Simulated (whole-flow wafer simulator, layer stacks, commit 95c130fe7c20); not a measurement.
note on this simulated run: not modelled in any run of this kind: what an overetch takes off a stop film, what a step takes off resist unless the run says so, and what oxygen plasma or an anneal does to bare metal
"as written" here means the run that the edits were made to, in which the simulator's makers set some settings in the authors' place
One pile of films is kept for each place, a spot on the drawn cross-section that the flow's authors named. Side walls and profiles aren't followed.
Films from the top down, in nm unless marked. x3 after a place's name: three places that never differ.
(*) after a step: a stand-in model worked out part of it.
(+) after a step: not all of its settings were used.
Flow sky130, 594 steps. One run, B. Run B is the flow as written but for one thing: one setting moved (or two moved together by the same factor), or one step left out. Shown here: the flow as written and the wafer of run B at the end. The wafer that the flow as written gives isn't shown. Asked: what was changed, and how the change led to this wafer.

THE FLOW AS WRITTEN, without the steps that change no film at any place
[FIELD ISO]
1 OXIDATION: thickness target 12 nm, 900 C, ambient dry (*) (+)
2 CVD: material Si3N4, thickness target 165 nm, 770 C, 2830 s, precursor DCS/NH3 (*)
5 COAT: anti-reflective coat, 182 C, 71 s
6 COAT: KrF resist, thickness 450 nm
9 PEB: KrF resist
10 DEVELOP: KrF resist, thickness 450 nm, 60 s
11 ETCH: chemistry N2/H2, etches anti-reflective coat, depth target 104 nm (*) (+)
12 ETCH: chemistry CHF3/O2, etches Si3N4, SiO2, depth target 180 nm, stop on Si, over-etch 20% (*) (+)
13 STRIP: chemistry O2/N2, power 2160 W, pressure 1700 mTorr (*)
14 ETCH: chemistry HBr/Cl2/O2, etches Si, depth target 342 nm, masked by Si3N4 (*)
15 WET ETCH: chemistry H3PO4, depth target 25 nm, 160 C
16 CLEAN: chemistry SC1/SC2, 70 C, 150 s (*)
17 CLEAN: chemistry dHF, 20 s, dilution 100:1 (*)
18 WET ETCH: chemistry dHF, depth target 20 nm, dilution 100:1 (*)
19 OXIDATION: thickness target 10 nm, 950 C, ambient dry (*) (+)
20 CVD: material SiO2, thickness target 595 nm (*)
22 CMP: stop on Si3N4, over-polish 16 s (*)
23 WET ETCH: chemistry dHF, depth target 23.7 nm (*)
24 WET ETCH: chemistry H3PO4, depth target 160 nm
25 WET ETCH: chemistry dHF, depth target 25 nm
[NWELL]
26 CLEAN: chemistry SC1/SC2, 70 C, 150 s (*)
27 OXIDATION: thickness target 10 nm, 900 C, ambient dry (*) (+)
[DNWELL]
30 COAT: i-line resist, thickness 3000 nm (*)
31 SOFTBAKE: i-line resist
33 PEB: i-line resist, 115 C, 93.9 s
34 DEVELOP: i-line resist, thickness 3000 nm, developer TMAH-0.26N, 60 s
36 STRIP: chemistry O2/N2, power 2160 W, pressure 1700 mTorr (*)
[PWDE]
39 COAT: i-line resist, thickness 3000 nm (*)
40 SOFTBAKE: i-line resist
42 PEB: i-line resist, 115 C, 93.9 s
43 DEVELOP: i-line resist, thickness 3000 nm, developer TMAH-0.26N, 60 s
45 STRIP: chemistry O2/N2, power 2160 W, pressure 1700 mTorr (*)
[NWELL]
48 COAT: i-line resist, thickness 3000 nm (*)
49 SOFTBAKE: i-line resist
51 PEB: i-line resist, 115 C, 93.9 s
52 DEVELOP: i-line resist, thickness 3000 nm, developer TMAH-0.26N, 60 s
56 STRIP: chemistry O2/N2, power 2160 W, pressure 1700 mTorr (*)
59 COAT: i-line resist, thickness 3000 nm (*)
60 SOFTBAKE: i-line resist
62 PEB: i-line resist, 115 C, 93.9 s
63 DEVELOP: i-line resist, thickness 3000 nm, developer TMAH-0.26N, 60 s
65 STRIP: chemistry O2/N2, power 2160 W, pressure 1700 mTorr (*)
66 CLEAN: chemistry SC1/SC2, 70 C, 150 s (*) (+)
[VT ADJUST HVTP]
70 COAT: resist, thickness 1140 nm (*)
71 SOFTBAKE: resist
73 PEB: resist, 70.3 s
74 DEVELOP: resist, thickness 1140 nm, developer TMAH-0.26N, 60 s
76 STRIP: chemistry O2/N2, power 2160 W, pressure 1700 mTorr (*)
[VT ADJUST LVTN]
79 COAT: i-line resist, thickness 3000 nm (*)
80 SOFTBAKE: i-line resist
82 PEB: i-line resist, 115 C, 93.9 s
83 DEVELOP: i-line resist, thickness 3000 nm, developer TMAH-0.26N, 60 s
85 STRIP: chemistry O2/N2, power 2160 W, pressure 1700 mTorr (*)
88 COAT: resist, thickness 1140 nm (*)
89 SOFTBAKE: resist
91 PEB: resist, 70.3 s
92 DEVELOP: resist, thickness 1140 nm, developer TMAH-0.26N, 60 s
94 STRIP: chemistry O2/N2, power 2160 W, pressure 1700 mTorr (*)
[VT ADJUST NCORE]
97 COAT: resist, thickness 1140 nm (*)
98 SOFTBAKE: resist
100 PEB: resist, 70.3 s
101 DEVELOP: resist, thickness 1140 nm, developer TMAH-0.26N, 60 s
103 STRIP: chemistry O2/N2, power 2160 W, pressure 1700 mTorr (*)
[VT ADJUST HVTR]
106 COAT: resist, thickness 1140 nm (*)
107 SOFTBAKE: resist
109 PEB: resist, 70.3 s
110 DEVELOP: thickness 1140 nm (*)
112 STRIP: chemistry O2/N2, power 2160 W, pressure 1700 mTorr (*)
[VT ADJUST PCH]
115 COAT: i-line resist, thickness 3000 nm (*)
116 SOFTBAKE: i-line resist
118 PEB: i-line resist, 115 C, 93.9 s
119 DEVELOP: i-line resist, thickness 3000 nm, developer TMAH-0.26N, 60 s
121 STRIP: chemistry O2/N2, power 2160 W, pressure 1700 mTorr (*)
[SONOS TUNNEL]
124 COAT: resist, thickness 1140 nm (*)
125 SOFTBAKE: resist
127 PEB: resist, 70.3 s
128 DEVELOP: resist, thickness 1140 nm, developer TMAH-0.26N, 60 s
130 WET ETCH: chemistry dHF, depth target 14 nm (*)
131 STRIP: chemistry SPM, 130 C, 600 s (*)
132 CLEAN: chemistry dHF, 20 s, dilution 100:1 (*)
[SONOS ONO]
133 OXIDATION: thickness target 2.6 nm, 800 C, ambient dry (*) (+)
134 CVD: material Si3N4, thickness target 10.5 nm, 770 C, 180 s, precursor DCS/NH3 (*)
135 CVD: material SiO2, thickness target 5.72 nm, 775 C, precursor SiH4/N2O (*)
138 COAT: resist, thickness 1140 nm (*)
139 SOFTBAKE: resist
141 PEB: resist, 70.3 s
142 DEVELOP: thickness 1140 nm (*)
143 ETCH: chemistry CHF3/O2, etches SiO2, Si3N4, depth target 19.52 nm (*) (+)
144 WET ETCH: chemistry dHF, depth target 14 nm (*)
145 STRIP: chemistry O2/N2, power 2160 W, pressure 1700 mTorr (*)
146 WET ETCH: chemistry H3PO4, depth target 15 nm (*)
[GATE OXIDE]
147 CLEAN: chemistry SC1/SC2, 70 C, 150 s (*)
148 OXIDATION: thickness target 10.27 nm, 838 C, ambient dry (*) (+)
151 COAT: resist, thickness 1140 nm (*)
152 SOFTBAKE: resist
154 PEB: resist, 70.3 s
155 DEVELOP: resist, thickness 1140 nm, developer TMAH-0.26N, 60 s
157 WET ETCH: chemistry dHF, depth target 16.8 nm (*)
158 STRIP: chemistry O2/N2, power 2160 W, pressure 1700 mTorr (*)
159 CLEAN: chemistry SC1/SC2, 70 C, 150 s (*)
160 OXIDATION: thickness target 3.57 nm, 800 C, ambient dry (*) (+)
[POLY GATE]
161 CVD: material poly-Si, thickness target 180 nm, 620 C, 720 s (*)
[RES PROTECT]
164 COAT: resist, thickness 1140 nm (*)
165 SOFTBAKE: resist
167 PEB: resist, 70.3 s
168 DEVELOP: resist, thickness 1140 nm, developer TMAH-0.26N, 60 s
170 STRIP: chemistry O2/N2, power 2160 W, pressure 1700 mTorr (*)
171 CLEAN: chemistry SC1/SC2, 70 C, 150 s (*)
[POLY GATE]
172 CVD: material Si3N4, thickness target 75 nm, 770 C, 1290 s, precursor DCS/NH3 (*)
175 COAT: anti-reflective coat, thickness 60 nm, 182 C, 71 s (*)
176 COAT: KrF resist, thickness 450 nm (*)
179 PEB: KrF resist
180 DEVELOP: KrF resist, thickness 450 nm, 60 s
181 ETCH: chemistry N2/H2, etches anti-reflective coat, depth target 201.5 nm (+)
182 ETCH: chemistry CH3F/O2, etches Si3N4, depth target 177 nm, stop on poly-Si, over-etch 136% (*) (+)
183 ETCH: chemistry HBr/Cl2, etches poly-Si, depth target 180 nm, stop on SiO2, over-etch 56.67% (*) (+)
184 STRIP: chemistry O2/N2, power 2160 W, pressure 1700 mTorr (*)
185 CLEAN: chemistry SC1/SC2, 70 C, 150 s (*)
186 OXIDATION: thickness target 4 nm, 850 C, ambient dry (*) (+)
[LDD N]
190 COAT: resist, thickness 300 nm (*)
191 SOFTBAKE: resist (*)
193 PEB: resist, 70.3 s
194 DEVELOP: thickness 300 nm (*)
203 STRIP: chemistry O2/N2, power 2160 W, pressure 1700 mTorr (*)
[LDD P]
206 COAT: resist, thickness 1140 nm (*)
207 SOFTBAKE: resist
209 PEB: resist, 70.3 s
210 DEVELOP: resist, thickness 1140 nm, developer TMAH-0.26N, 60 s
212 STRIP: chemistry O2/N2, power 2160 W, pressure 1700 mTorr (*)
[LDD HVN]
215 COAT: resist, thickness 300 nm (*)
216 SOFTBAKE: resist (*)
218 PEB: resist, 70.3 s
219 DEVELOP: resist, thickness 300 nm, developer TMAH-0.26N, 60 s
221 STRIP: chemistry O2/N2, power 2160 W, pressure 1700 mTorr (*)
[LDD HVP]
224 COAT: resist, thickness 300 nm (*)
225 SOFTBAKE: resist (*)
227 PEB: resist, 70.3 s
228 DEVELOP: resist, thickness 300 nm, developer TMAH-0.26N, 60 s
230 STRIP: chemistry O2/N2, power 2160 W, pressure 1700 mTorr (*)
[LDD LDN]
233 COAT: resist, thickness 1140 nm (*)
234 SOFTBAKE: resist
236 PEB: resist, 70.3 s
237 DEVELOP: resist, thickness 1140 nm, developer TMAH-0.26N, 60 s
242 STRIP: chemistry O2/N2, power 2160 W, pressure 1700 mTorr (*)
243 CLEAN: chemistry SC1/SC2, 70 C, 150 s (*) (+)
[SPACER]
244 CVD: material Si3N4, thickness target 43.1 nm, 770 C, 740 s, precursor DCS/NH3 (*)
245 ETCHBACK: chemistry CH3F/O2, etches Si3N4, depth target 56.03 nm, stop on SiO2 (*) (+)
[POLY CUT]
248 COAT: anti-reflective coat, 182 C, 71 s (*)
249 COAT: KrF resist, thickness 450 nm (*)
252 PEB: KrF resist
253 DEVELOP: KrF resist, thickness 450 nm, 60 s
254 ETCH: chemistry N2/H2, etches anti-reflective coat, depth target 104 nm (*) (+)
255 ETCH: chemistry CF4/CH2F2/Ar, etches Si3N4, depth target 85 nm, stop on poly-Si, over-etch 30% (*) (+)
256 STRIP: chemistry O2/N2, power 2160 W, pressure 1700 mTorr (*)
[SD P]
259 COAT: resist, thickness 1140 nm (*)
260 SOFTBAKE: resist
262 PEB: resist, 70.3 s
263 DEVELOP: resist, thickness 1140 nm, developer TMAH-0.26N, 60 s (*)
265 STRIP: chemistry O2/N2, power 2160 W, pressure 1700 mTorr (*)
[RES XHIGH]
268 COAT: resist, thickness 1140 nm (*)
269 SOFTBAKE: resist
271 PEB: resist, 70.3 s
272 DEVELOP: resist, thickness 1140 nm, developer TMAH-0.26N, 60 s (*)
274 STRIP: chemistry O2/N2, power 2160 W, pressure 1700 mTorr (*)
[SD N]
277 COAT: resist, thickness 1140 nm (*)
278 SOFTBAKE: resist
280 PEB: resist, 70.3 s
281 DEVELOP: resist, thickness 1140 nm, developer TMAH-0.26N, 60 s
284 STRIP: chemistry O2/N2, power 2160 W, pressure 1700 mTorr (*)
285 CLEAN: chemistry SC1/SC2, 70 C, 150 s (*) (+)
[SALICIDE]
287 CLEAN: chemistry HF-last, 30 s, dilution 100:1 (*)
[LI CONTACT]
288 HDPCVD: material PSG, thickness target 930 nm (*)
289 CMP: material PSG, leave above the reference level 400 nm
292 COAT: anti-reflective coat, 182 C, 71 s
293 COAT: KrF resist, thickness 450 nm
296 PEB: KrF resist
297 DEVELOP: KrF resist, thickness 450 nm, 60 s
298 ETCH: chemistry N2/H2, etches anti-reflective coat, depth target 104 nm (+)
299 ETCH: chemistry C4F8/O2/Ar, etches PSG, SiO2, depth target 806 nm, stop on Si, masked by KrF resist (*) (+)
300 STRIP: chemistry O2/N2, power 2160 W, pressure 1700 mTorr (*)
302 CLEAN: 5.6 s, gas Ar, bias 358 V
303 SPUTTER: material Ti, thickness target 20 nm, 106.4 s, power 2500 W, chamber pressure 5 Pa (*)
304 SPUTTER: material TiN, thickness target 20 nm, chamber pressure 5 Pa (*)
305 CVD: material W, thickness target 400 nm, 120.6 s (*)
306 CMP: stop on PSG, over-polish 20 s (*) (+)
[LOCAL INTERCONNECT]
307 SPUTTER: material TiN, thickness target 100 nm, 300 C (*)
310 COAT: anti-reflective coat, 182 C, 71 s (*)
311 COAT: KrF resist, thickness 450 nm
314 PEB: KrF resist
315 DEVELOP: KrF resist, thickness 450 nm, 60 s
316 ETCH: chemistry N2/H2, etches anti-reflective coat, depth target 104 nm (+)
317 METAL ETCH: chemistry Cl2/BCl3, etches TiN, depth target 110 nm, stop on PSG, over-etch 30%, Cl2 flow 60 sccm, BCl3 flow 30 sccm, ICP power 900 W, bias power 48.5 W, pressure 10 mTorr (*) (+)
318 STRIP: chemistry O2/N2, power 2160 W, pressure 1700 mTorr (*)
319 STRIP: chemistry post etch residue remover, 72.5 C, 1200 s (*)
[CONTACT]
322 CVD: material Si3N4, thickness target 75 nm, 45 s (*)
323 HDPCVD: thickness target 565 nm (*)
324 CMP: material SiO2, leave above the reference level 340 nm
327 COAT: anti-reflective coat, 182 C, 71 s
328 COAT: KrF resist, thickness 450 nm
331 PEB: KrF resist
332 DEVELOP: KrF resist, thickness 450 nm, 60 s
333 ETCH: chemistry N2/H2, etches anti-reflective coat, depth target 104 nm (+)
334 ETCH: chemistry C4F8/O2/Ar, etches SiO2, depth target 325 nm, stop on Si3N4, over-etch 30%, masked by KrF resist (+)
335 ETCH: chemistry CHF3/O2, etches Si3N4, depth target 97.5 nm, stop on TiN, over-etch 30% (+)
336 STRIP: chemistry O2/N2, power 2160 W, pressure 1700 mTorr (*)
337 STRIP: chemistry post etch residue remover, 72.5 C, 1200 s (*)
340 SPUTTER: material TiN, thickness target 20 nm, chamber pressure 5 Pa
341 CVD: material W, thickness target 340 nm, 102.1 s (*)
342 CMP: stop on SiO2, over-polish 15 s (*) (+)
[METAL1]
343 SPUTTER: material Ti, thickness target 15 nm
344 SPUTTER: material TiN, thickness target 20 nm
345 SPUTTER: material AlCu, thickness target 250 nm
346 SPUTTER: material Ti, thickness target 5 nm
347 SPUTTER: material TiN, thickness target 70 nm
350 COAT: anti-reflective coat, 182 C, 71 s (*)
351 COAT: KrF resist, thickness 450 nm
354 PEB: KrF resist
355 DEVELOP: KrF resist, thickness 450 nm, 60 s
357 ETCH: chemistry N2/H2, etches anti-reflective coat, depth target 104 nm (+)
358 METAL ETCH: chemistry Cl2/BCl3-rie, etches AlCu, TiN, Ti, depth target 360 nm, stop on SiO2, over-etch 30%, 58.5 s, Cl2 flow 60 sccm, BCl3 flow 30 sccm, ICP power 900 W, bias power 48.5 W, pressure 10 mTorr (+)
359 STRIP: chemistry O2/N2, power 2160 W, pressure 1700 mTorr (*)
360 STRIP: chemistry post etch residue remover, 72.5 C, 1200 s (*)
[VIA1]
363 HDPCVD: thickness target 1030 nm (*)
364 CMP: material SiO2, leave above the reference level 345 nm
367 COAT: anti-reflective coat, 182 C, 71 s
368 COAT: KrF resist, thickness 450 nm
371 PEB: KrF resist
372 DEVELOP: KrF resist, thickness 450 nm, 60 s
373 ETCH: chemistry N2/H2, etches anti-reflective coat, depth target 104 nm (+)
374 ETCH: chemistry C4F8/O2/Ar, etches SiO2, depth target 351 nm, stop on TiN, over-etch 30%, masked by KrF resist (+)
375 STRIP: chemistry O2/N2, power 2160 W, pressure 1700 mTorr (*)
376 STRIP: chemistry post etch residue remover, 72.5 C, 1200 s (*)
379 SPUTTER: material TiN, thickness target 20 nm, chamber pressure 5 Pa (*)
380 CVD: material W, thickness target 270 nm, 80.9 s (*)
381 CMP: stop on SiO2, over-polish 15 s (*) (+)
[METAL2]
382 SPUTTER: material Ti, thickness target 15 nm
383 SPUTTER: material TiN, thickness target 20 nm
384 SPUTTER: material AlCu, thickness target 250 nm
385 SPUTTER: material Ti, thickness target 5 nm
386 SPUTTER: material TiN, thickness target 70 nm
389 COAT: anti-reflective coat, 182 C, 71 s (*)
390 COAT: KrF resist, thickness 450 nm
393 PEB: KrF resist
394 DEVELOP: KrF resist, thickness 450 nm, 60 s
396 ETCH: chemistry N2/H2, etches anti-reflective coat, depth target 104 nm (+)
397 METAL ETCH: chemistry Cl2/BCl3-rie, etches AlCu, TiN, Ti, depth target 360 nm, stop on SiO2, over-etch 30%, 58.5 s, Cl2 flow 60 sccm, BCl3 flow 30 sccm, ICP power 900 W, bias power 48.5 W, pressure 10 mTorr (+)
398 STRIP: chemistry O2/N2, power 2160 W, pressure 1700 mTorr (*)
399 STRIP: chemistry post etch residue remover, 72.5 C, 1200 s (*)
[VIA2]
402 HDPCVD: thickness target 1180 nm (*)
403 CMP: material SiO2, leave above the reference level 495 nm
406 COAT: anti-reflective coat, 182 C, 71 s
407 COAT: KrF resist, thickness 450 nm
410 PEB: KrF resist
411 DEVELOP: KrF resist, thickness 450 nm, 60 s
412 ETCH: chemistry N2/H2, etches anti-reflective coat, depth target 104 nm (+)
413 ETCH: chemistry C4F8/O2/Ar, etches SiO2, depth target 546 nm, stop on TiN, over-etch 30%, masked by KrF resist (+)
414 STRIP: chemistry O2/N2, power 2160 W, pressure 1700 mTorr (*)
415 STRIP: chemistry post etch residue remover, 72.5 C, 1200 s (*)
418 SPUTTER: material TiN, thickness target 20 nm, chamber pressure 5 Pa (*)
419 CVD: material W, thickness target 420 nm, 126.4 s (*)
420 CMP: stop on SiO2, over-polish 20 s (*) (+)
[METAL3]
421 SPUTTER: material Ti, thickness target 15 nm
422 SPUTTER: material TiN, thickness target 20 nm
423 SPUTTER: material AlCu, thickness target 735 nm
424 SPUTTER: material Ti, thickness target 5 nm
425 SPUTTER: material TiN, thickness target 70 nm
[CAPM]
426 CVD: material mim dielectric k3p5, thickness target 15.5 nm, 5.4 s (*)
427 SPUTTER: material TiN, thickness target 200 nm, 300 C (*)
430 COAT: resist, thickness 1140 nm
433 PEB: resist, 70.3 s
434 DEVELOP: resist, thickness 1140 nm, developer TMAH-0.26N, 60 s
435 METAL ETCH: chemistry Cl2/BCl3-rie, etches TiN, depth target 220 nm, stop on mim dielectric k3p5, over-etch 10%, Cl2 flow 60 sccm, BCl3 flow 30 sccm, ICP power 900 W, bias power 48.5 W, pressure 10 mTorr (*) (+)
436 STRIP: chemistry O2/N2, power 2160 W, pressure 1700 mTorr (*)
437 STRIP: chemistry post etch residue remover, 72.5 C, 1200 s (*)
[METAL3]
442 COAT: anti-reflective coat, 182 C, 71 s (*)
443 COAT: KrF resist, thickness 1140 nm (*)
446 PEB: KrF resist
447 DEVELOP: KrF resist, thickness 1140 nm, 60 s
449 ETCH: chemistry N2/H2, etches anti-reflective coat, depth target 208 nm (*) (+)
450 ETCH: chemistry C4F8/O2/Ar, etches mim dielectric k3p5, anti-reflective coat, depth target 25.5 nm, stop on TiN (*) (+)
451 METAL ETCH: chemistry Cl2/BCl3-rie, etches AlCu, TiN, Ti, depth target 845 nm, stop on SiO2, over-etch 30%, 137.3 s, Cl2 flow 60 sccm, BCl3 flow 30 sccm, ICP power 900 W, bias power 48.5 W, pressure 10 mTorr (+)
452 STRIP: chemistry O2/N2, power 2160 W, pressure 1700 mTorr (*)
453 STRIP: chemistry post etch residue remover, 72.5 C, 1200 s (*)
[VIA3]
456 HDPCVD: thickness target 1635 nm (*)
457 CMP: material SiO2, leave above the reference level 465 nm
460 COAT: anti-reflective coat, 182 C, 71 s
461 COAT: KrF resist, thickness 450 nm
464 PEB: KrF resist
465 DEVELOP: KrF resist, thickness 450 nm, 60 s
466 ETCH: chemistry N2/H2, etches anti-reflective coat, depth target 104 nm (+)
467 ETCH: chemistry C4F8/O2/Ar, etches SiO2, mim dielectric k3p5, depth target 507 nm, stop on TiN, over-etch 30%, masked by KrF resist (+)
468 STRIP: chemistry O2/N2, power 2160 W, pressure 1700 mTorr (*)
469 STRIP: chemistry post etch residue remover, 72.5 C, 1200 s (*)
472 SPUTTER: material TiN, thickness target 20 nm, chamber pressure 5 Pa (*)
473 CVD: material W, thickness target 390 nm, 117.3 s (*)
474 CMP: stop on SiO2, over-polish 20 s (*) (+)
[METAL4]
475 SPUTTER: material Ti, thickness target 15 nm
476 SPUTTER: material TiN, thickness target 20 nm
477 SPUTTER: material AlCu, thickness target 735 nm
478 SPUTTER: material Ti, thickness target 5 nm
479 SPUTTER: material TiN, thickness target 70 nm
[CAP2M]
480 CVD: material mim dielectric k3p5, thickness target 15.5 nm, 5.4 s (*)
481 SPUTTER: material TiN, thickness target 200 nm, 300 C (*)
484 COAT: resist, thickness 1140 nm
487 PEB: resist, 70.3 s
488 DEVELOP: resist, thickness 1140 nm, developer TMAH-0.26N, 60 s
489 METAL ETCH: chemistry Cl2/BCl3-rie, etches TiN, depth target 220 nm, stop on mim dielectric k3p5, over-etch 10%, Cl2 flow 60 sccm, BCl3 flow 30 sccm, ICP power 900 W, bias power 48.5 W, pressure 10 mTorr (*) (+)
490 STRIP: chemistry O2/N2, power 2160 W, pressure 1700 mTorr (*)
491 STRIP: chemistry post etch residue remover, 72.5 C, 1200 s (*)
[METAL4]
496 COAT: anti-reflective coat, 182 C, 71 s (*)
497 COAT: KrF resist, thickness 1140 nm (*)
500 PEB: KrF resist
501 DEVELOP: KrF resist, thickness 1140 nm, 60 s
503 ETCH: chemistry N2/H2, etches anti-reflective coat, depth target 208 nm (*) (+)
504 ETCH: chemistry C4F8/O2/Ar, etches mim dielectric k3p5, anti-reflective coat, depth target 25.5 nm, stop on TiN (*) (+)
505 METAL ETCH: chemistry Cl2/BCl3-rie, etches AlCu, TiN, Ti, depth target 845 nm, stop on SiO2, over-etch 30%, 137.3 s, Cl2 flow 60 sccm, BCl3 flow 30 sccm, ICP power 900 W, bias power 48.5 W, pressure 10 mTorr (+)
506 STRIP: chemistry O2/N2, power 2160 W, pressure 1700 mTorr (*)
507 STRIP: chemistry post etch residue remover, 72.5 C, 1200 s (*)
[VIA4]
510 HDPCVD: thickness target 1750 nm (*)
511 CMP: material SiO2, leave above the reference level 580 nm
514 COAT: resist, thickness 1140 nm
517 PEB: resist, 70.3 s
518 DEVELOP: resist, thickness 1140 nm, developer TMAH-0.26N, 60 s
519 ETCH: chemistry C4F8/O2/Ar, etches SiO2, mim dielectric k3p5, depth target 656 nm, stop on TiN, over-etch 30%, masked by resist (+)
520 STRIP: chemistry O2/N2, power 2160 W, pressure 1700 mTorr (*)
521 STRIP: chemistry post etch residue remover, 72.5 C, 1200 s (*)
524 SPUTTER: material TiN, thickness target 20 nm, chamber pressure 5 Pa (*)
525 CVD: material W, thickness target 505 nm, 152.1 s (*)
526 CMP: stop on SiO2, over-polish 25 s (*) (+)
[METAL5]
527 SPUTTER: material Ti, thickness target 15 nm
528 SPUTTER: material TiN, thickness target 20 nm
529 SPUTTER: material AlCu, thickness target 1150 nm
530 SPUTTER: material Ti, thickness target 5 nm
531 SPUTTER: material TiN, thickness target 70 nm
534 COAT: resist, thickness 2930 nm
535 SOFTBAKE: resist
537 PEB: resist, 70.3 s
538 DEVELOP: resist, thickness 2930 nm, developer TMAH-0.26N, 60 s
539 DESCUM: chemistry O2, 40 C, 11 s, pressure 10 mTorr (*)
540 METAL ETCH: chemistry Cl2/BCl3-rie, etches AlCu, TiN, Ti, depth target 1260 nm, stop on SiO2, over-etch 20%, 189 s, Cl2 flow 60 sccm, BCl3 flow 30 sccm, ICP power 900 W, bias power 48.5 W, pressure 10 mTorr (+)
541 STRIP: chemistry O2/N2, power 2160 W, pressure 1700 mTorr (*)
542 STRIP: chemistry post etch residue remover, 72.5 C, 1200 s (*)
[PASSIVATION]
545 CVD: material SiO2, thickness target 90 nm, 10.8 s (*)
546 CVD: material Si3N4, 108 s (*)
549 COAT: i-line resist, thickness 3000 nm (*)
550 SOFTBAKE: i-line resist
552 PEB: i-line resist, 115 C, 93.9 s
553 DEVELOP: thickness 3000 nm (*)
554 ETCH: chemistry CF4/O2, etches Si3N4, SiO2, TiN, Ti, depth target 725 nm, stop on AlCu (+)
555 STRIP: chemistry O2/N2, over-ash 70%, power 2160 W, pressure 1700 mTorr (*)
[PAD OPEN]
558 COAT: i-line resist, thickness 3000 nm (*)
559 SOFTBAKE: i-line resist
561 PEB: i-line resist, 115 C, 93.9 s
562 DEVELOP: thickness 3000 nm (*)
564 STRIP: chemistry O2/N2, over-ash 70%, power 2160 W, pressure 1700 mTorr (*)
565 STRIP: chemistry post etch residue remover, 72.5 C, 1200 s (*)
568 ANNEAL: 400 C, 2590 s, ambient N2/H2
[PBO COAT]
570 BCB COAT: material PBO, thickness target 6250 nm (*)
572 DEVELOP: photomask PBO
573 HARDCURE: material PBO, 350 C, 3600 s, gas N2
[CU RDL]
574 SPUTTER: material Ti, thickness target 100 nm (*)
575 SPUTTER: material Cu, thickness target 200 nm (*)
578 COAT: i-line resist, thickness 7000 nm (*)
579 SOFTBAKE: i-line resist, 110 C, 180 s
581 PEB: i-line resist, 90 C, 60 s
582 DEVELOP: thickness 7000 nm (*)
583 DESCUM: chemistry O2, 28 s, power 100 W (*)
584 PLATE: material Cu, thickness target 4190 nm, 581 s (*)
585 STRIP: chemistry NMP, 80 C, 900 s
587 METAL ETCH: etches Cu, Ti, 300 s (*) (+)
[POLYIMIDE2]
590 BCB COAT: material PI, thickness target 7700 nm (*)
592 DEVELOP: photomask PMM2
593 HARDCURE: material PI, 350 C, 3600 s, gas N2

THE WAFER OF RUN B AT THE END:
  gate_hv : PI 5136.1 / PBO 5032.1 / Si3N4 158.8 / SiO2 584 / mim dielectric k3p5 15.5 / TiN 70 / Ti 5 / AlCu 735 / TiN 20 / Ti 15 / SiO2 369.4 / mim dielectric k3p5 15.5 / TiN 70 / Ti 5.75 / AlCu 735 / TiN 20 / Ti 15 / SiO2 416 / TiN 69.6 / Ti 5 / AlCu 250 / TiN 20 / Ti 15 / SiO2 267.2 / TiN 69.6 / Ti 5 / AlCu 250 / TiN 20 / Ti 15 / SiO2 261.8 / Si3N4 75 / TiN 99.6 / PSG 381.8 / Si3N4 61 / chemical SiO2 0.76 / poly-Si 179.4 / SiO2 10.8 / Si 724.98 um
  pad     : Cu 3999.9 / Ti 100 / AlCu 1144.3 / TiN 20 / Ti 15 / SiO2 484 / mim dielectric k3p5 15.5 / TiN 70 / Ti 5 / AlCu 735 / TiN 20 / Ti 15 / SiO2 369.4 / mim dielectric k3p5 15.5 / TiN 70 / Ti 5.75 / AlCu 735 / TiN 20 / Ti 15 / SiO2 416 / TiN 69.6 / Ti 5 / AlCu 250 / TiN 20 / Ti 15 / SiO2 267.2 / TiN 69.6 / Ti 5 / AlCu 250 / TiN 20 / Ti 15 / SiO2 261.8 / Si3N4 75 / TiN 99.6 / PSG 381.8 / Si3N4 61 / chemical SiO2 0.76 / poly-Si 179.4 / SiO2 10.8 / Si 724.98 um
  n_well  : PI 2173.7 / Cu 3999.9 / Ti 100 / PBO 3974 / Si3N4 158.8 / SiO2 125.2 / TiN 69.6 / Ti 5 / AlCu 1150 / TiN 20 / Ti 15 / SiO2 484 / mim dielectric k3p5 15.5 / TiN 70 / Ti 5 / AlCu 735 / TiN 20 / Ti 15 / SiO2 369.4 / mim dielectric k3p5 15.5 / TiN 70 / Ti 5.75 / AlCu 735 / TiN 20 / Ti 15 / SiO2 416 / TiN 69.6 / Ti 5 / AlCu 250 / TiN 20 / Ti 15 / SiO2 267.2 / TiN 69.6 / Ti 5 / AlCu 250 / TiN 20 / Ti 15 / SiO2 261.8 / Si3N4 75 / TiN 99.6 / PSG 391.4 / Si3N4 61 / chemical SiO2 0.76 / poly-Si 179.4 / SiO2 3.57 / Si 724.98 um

The cause: step 424, SPUTTER: thickness target 5.75 nm was run, where the flow has thickness target 5 nm.
It can be read off the wafer: gate_hv has Ti 5.75, and step 424 as written asks for 5 nm.

How the change led to this, step by step:
  424 SPUTTER: material Ti, thickness target 5 nm
      field, active, n_well and 188 more: Ti +5.75 (new film) (as written it would be: Ti +5 (new film))
  451 METAL ETCH: chemistry Cl2/BCl3-rie, etches AlCu, TiN, Ti, depth target 845 nm, stop on SiO2, over-etch 30%, 137.3 s, Cl2 flow 60 sccm, BCl3 flow 30 sccm, ICP power 900 W, bias power 48.5 W, pressure 10 mTorr (+)
      field, gate, spacer and 68 more: TiN -70 (all of it), Ti -5.75 (all of it), AlCu -735 (all of it), TiN -20 (all of it), Ti -15 (all of it), SiO2 -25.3 (as written it would be: TiN -70 (all of it), Ti -5 (all of it), AlCu -735 (all of it), TiN -20 (all of it), Ti -15 (all of it), SiO2 -25.4)
      active, vpp_ln, vpp_iso2 and 11 more: TiN -70 (all of it), Ti -5.75 (all of it), AlCu -735 (all of it), TiN -20 (all of it), Ti -15 (all of it), SiO2 -25.3 (as written it would be: TiN -70 (all of it), Ti -5 (all of it), AlCu -735 (all of it), TiN -20 (all of it), Ti -15 (all of it), SiO2 -25.3)
